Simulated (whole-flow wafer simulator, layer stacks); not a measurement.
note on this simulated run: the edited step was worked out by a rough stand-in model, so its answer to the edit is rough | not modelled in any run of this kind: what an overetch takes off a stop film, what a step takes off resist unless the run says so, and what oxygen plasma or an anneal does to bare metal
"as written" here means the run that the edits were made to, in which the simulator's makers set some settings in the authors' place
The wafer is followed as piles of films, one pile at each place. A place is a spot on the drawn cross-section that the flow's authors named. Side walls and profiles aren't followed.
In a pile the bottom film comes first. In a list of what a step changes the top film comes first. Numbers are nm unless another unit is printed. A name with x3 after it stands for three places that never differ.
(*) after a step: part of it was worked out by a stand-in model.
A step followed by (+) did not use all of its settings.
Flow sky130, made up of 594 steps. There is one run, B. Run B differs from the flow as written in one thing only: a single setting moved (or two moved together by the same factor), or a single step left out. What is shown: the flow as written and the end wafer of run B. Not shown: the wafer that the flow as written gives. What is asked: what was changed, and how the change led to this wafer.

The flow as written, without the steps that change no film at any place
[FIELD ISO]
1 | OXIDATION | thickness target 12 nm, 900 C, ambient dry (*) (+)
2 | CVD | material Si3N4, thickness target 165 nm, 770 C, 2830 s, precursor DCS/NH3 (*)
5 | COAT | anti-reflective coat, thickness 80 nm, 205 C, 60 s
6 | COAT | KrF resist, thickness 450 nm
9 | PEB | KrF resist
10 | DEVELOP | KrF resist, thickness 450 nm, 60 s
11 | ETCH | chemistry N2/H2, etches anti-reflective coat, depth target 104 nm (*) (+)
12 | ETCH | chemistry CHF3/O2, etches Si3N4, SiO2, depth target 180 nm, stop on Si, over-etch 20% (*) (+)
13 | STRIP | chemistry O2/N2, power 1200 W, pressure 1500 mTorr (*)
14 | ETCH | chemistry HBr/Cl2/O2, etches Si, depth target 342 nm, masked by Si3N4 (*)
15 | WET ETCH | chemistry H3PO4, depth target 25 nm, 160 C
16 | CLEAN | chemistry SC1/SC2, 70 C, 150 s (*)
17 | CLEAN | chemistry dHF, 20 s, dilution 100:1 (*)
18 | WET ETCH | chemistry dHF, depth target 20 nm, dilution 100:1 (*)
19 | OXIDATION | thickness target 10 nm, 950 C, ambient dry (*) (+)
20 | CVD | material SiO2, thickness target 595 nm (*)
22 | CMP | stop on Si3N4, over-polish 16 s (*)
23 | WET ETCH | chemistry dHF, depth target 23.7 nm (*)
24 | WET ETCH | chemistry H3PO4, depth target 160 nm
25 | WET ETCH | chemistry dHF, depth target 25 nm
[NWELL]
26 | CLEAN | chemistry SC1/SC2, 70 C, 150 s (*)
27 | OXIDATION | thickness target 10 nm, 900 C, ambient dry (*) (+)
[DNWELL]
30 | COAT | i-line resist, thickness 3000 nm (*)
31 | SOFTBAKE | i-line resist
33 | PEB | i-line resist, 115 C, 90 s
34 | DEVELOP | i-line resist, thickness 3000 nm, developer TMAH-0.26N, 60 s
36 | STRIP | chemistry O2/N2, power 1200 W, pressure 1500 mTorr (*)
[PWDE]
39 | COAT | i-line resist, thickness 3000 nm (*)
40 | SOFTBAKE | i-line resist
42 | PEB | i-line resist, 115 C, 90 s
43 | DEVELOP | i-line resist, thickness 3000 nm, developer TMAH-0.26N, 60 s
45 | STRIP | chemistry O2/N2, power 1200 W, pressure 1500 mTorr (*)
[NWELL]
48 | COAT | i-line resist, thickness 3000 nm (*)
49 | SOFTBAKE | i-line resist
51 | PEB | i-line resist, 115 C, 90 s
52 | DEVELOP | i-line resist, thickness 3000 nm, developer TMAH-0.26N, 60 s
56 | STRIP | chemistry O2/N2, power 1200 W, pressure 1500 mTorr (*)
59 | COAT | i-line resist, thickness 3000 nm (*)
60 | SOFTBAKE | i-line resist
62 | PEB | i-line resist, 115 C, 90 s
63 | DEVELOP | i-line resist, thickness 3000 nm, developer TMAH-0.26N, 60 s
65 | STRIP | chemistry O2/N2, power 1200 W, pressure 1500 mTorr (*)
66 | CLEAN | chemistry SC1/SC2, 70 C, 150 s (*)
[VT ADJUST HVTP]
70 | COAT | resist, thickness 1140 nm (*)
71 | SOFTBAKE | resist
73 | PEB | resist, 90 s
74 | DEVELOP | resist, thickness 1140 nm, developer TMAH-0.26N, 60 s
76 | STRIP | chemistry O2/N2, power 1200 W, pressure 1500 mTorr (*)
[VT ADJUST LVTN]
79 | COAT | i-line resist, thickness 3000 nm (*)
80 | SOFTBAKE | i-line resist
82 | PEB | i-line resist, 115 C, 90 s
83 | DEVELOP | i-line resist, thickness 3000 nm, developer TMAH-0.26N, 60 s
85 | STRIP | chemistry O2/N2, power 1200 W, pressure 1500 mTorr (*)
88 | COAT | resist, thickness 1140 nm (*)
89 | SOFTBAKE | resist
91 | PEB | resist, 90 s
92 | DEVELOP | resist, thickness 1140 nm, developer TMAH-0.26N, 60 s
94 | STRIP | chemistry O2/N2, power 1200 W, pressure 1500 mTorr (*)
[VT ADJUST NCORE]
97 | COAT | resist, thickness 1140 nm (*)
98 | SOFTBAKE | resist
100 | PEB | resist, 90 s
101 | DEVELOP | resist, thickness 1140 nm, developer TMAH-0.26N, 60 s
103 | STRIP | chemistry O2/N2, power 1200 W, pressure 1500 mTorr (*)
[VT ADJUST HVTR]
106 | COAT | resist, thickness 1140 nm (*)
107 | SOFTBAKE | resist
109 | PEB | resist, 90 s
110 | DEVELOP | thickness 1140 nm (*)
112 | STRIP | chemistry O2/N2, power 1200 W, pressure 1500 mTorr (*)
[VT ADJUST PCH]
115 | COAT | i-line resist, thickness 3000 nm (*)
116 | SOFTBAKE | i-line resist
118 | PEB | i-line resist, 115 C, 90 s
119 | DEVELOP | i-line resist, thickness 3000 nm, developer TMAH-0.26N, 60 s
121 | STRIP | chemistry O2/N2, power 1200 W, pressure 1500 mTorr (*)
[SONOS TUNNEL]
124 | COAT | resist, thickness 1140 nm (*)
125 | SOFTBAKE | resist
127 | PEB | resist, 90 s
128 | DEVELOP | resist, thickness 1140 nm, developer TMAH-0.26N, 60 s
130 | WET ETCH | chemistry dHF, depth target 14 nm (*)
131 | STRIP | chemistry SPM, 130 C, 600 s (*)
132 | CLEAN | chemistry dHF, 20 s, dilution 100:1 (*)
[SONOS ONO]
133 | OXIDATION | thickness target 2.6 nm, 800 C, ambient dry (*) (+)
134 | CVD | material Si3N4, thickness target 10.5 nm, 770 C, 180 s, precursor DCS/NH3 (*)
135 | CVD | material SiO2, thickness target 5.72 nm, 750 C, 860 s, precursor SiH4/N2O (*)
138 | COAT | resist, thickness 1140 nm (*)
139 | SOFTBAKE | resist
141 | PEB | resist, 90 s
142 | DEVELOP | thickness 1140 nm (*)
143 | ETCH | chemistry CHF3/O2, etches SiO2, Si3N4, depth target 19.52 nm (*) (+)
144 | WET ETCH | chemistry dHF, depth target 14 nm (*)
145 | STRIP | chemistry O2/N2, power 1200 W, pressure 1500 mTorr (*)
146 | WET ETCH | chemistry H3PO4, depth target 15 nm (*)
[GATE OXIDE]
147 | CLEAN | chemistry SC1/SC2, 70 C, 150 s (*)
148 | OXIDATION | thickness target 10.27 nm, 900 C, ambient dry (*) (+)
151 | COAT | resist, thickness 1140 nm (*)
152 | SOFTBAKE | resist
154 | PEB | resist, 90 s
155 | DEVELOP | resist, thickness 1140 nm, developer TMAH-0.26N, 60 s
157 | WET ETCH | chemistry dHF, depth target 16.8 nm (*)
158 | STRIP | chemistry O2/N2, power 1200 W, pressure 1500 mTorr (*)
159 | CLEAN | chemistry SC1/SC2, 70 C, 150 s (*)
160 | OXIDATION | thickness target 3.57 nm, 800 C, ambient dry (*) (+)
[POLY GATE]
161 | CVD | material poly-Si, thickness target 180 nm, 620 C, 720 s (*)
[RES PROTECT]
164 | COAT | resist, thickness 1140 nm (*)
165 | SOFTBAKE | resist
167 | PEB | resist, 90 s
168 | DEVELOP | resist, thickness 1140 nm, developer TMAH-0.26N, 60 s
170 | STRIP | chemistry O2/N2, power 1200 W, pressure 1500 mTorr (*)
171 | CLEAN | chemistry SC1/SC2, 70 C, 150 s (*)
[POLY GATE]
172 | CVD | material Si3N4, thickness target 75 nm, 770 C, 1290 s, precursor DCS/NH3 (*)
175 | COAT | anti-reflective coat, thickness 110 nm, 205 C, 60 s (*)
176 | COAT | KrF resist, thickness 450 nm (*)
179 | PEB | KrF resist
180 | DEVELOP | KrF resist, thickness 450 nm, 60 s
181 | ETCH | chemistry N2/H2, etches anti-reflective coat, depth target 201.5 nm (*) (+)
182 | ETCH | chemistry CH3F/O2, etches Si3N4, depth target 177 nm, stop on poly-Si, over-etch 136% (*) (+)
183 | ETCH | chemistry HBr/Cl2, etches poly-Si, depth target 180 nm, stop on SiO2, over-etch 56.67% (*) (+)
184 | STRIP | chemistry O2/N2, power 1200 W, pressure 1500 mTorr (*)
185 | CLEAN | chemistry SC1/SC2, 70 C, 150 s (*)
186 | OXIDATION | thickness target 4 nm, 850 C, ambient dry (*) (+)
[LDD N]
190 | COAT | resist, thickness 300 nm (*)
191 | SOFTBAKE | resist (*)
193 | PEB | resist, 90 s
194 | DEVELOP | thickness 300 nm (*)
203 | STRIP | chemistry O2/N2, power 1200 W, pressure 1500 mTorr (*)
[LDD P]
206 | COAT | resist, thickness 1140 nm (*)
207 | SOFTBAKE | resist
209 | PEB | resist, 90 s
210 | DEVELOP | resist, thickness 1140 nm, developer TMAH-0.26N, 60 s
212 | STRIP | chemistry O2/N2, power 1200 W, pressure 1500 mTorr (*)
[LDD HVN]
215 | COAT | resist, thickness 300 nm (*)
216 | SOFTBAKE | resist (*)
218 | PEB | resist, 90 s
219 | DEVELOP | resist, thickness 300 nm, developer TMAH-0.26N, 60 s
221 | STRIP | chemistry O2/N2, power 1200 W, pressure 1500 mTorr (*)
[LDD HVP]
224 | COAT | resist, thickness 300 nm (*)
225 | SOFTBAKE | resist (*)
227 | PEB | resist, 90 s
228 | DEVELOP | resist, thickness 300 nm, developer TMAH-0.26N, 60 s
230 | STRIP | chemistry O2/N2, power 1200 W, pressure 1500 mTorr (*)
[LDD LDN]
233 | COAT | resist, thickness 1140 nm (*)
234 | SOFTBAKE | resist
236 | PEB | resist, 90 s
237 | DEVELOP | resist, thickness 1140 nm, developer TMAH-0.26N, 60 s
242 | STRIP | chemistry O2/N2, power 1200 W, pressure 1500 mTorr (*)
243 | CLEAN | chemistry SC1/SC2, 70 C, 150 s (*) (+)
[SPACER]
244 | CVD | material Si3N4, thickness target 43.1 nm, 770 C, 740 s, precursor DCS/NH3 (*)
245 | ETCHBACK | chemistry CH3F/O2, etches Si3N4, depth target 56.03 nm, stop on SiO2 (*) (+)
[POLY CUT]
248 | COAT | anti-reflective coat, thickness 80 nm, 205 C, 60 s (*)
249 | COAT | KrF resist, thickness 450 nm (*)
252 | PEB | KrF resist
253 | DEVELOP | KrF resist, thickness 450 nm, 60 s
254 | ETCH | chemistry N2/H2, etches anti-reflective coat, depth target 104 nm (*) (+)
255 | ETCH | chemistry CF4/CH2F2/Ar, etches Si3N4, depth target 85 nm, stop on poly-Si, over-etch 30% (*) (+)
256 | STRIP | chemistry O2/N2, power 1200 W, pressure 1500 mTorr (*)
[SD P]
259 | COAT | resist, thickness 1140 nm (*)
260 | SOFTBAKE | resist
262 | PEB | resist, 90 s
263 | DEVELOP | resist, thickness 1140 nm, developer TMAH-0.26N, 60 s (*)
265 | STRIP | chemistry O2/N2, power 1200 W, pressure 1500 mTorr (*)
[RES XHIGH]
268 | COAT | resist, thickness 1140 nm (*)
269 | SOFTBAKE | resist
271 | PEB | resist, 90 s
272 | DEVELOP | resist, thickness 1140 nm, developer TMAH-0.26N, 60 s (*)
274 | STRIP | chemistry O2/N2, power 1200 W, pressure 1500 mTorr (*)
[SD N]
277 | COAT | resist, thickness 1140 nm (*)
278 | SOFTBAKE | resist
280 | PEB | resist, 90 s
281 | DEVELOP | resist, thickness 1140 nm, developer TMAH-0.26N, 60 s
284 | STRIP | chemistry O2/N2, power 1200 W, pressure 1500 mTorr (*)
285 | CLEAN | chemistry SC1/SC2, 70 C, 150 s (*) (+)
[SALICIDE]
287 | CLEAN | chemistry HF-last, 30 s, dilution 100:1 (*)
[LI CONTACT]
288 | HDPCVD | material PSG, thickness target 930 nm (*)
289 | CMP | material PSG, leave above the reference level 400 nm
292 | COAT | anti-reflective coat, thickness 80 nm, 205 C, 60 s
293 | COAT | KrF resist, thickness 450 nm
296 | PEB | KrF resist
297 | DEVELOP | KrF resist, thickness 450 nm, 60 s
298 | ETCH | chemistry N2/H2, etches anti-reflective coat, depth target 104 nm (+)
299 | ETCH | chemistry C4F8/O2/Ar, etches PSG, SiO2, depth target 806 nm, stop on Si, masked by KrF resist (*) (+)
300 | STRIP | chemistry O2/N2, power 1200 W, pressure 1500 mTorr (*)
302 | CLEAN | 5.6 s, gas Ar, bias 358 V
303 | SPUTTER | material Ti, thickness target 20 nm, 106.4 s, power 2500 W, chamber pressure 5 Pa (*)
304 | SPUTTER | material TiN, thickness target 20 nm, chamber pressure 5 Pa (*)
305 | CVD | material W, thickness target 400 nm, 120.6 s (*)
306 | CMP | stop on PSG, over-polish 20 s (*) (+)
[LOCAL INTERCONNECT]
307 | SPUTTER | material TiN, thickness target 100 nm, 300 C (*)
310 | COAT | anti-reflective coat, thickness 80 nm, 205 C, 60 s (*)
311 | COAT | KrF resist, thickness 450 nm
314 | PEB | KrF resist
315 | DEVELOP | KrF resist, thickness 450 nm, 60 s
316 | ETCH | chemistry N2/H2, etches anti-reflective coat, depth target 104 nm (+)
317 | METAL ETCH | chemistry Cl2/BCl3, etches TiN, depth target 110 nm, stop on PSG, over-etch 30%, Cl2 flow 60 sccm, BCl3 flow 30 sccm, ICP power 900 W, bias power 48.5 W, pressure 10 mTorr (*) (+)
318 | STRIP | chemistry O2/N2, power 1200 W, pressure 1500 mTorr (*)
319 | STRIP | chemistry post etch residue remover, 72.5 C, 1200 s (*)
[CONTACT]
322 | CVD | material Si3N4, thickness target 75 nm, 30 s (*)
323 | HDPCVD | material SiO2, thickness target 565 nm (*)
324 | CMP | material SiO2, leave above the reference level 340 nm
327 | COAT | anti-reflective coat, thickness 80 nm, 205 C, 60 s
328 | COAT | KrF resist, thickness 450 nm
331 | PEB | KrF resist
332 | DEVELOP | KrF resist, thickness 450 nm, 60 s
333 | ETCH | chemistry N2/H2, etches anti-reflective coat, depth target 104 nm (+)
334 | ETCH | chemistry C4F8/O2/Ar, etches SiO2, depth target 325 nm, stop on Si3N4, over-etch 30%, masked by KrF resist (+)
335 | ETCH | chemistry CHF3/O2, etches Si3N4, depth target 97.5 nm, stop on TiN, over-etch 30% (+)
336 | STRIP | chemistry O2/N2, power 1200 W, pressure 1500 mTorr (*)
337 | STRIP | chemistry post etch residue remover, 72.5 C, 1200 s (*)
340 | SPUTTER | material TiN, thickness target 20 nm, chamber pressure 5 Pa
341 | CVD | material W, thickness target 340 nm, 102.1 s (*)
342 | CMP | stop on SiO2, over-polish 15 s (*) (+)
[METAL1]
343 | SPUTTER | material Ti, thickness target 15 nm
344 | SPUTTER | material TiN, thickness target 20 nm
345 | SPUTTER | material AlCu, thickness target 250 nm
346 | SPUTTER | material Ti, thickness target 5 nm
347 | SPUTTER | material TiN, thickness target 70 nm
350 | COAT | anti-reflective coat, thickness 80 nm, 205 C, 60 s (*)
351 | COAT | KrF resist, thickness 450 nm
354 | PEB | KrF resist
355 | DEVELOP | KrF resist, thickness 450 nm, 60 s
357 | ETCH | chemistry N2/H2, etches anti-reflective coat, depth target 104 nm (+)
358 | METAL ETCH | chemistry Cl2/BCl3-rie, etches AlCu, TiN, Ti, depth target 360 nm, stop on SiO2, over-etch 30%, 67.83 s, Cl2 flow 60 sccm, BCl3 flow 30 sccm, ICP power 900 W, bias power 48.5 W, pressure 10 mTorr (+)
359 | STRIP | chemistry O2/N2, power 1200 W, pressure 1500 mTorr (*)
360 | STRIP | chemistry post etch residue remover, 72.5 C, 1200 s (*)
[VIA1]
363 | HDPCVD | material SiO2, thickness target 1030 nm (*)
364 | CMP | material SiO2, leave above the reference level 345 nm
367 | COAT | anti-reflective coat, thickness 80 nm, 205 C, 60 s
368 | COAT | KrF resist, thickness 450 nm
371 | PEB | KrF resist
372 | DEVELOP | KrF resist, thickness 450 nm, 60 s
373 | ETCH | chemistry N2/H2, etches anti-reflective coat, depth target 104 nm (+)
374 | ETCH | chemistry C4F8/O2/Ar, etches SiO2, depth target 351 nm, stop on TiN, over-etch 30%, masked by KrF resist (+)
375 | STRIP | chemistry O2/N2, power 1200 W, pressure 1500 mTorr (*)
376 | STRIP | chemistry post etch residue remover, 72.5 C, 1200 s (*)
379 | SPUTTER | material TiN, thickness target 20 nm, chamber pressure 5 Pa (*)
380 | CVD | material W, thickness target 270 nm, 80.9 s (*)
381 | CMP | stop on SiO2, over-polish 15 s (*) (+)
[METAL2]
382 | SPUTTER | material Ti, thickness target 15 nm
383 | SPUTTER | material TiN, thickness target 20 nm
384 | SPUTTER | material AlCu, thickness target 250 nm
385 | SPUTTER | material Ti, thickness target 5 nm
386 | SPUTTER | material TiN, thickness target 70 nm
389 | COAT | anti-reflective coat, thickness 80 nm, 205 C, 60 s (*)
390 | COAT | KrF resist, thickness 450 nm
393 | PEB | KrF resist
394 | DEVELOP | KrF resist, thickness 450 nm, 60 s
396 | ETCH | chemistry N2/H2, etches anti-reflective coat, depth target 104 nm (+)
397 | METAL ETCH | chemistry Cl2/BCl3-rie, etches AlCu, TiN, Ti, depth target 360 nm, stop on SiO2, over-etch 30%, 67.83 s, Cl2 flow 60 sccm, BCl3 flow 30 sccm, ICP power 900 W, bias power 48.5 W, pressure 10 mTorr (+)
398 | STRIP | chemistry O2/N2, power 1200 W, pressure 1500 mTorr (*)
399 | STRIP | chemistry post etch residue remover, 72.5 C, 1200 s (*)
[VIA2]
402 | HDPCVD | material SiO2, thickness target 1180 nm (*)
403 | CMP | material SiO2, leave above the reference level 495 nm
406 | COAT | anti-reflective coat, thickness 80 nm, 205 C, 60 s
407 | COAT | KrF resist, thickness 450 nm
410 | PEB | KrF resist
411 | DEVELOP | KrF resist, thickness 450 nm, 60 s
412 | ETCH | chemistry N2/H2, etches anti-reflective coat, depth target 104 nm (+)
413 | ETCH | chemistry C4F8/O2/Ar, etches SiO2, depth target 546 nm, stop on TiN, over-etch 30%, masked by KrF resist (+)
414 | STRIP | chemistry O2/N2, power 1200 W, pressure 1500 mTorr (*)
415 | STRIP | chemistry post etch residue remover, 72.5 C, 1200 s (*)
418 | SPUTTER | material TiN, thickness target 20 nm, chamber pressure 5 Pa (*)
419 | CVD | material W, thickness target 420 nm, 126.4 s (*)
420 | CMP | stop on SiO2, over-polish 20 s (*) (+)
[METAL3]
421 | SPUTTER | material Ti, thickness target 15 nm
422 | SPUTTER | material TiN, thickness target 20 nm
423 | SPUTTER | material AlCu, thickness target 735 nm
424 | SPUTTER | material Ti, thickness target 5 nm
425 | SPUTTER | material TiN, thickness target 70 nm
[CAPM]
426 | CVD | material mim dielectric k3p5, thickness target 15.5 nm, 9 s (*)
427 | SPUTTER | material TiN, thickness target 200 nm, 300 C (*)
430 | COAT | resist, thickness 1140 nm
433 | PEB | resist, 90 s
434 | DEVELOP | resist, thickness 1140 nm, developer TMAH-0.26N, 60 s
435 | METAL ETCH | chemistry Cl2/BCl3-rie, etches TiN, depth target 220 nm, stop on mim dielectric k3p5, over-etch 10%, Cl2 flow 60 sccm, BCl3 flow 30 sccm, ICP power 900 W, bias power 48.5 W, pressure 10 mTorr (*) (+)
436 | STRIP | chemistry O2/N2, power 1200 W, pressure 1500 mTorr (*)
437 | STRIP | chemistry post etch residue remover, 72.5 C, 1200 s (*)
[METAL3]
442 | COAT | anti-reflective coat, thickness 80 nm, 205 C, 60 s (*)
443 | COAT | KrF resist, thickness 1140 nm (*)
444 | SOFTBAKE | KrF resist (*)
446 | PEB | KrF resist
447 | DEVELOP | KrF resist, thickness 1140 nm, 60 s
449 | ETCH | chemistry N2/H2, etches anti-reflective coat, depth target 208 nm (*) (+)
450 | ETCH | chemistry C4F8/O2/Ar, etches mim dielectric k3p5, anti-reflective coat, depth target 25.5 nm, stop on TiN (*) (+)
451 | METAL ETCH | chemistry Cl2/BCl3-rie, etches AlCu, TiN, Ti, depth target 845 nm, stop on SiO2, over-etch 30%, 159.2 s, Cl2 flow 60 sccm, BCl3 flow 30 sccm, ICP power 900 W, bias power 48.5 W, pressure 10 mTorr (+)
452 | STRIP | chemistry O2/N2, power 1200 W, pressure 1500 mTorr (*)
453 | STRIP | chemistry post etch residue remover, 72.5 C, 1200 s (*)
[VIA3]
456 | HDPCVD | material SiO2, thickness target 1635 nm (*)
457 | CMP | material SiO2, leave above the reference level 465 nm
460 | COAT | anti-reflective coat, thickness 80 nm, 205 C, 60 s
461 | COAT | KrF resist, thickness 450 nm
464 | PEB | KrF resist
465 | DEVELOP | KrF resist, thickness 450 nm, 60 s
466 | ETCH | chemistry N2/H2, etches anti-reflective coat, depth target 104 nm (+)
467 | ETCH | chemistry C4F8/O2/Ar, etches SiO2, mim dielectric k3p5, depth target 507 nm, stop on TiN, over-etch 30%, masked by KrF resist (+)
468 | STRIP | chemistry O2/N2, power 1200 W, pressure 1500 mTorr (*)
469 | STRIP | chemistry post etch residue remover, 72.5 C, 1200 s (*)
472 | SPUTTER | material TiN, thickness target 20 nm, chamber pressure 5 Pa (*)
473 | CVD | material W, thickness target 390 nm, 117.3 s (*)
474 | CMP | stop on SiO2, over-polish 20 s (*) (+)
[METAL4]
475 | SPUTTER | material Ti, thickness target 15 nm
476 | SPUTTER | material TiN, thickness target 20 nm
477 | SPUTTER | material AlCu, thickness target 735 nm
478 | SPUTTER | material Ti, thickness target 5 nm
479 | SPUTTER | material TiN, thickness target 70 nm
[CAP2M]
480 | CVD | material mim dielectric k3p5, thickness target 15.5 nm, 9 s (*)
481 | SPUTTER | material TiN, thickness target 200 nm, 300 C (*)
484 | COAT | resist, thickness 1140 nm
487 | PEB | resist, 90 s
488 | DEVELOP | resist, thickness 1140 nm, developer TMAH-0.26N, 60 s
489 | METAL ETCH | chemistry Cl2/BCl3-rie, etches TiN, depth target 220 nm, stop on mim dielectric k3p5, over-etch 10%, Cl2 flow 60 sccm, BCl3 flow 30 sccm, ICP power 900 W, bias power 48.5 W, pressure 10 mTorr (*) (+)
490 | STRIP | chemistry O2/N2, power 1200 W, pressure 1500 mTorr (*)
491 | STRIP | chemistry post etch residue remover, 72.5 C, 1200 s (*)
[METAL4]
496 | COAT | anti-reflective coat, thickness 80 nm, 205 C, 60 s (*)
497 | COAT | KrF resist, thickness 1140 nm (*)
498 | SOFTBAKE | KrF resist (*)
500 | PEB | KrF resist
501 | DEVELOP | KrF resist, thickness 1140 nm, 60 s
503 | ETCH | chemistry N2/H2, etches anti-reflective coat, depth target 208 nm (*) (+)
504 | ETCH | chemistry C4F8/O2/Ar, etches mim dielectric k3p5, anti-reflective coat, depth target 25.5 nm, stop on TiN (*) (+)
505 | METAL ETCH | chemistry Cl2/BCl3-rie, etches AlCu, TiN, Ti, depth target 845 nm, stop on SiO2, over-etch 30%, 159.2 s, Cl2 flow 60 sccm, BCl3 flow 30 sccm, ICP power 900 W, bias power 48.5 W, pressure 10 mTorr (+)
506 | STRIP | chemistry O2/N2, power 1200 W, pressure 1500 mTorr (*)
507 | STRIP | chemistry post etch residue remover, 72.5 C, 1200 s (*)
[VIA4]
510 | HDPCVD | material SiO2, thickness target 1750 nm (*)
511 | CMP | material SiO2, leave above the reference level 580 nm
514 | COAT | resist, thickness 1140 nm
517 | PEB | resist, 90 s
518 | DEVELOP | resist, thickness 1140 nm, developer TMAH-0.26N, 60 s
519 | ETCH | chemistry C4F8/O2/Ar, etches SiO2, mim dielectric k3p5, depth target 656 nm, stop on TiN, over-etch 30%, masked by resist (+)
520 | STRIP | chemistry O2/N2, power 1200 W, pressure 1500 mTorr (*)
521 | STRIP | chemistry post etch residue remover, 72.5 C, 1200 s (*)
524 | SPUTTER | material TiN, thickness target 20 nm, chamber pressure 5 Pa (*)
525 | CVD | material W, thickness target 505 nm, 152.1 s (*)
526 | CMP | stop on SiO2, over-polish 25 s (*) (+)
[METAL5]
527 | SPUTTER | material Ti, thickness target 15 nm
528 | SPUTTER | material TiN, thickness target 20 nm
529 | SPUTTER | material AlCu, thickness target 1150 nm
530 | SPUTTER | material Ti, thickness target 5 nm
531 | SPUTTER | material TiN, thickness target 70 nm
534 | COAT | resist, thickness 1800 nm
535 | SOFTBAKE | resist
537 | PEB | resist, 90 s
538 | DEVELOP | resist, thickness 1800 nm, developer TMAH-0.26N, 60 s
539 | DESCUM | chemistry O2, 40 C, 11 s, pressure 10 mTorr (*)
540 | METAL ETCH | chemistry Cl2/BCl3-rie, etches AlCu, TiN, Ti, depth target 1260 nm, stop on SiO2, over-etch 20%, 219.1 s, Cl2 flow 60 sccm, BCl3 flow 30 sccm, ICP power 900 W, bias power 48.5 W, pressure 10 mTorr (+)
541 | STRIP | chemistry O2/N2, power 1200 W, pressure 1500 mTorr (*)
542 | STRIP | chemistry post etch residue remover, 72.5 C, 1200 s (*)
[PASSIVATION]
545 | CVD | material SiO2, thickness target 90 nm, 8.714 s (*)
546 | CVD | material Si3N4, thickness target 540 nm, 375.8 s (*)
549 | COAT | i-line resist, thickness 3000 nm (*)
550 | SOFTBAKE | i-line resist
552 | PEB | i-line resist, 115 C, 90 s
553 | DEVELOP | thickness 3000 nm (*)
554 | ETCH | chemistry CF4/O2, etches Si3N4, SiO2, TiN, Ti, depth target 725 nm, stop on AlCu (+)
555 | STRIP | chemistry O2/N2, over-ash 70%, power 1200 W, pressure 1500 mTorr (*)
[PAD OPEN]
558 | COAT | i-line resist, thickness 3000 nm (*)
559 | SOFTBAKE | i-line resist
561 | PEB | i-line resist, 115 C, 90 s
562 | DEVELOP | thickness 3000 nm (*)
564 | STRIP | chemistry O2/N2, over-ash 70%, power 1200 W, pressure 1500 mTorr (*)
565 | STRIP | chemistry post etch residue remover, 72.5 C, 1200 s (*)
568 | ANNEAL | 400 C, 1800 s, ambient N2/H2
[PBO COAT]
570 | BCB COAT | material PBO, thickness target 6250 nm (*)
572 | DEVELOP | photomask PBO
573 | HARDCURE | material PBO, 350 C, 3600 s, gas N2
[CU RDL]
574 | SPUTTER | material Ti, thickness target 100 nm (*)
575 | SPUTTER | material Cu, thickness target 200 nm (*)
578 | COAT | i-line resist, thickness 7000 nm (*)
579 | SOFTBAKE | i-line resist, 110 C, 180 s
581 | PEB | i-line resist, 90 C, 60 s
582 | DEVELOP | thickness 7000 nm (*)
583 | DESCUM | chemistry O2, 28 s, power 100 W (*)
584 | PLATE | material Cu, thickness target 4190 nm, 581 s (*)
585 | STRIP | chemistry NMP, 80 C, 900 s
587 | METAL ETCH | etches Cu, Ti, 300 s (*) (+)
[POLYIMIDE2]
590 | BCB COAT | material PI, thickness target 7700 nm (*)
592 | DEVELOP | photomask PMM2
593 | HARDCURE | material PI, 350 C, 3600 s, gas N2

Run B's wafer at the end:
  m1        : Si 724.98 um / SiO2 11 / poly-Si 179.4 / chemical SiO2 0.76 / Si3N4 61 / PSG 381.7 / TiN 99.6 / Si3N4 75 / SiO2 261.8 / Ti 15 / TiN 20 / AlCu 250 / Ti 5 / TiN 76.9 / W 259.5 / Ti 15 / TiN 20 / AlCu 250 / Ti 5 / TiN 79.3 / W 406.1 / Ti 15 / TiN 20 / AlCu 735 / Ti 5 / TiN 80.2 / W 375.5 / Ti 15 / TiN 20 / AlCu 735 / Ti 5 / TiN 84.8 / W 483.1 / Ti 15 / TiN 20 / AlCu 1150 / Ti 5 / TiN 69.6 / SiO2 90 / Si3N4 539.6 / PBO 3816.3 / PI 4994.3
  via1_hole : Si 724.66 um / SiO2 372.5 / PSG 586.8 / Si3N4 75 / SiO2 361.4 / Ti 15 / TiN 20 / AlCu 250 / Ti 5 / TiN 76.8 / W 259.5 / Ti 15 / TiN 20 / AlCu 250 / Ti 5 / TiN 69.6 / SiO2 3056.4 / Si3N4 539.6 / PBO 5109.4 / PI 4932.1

Cause: step 379, SPUTTER: thickness target 14 nm was run, while the flow as written has thickness target 20 nm.

Step by step, how the change led to this:
  379 | SPUTTER | material TiN, thickness target 20 nm, chamber pressure 5 Pa (*)
      field, active, n_well and 186 more: TiN gains 14 (new film) (as written it would have been: TiN gains 20 (new film))
      m1: TiN gains 7.69 (as written it would have been: TiN gains 11)
      (also at 1 further place)
  381 | CMP | stop on SiO2, over-polish 15 s (*) (+)
      field, active, n_well and 186 more: W loses 270 (all of it), TiN loses 14 (all of it), SiO2 loses 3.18 (as written it would have been: W loses 270 (all of it), TiN loses 20 (all of it), SiO2 loses 3.18)
      m1, via1_hole: W loses 287.6 (as written it would have been: W loses 293.6)
